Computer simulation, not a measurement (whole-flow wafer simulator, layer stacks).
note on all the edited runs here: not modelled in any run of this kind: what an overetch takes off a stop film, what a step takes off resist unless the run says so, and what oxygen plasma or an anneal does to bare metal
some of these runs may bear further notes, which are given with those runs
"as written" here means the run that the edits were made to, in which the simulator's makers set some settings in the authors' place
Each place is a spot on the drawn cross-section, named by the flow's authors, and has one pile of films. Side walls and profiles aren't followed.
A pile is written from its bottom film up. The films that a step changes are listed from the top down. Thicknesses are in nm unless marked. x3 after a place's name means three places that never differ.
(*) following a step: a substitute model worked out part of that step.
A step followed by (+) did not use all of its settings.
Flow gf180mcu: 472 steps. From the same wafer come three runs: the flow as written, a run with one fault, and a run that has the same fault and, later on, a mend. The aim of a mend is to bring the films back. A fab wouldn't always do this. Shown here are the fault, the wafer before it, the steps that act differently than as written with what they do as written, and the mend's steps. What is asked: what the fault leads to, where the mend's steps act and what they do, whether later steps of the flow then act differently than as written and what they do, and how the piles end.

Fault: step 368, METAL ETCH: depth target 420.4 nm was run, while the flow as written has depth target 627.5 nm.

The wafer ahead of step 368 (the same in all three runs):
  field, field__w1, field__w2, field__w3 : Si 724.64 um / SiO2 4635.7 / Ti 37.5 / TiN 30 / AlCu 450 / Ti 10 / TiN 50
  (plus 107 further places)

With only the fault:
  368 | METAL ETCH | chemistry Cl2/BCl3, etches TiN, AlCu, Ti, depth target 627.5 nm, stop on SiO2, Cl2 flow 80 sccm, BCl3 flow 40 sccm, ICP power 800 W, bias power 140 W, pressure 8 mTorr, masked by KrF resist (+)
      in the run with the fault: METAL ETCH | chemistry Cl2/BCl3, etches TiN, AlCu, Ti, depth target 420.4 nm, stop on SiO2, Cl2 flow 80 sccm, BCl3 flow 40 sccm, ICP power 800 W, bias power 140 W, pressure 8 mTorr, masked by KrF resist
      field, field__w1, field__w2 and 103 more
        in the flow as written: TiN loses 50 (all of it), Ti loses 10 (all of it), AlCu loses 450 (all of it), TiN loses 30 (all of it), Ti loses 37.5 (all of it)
        in the run with the fault: TiN loses 50 (all of it), Ti loses 10 (all of it), AlCu loses 360.4
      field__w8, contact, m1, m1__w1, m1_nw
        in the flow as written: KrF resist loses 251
        in the run with the fault: KrF resist loses 168.2
  Steps later in the flow that act otherwise than as written:
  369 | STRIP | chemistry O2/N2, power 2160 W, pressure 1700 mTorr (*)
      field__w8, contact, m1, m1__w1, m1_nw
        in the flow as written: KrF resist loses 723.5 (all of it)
        in the run with the fault: KrF resist loses 806.4 (all of it)
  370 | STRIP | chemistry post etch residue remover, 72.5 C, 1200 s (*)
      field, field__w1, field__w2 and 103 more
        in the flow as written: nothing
        in the run with the fault: AlCu loses 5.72
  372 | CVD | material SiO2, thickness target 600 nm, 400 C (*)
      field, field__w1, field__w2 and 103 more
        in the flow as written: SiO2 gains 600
        in the run with the fault: SiO2 gains 600 (new film)
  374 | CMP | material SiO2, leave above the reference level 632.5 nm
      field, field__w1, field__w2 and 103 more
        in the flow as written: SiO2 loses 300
        in the run with the fault: SiO2 loses 451.4
  The piles end different from the flow's at field, field__w1, field__w2 and 104 more by more than 2% or 0.5 nm, whichever is larger.
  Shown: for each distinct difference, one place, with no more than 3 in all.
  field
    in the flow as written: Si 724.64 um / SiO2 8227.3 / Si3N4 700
    in the run with the fault: Si 724.64 um / SiO2 4635.7 / Ti 37.5 / TiN 30 / AlCu 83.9 / SiO2 3440.2 / Si3N4 700
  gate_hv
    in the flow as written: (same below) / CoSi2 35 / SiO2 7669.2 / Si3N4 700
    in the run with the fault: (same below) / CoSi2 35 / SiO2 4077.6 / Ti 37.5 / TiN 30 / AlCu 83.9 / SiO2 3440.2 / Si3N4 700
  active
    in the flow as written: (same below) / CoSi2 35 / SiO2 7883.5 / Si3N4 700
    in the run with the fault: (same below) / CoSi2 35 / SiO2 4291.9 / Ti 37.5 / TiN 30 / AlCu 83.9 / SiO2 3440.2 / Si3N4 700

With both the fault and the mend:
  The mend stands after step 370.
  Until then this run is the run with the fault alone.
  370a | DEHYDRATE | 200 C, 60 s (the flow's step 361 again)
      does not change any film at any place that is followed
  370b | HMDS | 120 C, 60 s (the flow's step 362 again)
      does not change any film at any place that is followed
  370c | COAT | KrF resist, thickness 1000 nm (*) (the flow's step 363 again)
      iso_ptap_pw, iso_ntap_nw, iso_nw_fld and 33 more
        KrF resist gains 1000 (new film)
      field__w2, field__w3, field__w5 and 14 more
        KrF resist gains 1002.8 (new film)
      field_sub__w4, field_sub__w5, ld_gate_p and 9 more
        KrF resist gains 1002.7 (new film)
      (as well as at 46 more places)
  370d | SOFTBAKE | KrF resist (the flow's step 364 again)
      does not change any film at any place that is followed
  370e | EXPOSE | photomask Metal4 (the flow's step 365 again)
      does not change any film at any place that is followed
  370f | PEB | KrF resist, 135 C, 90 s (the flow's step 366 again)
      field__w1, field__w2, field__w3 and 56 more
        KrF resist loses 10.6
      iso_ptap_pw, iso_ntap_nw, iso_nw_fld and 33 more
        KrF resist loses 10.5
      gate_hv, sd_p, nw_sep_fld, polyc_n, polyc_n_rim
        KrF resist loses 10.7
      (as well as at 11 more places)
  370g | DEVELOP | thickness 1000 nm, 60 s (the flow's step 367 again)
      iso_ptap_pw, iso_ntap_nw, iso_nw_fld and 33 more
        KrF resist loses 989.5 (all of it)
      field__w1, field_sub, field_sub__w3 and 9 more
        KrF resist loses 992.3 (all of it)
      field_sub__w2, field_sub__w4, ld_drn_n and 9 more
        KrF resist loses 992.1 (all of it)
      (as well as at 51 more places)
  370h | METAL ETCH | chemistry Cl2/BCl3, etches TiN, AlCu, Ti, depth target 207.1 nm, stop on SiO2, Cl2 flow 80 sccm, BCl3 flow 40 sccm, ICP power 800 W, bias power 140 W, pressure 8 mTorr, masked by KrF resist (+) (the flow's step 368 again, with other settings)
      field, field__w1, field__w2 and 103 more
        AlCu loses 83.9 (all of it), TiN loses 30 (all of it), Ti loses 37.5 (all of it)
      field__w8, contact, m1, m1__w1, m1_nw
        KrF resist loses 82.8
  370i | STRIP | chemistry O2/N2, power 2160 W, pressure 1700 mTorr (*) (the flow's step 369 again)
      field__w8
        KrF resist loses 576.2 (all of it)
      contact
        KrF resist loses 574.1 (all of it)
      m1
        KrF resist loses 576.6 (all of it)
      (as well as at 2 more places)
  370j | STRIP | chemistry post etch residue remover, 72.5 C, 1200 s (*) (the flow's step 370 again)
      field__w8, contact, m1, m1__w1, m1_nw
        TiN loses 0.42
  None of the later steps of the flow differs from how it acts as written, at any place that is followed, by more than 2% or 0.5 nm, whichever is larger.
  At the end the piles are close to the flow's at the places that both follow, differing by at most 2% or 0.5 nm, whichever is larger.
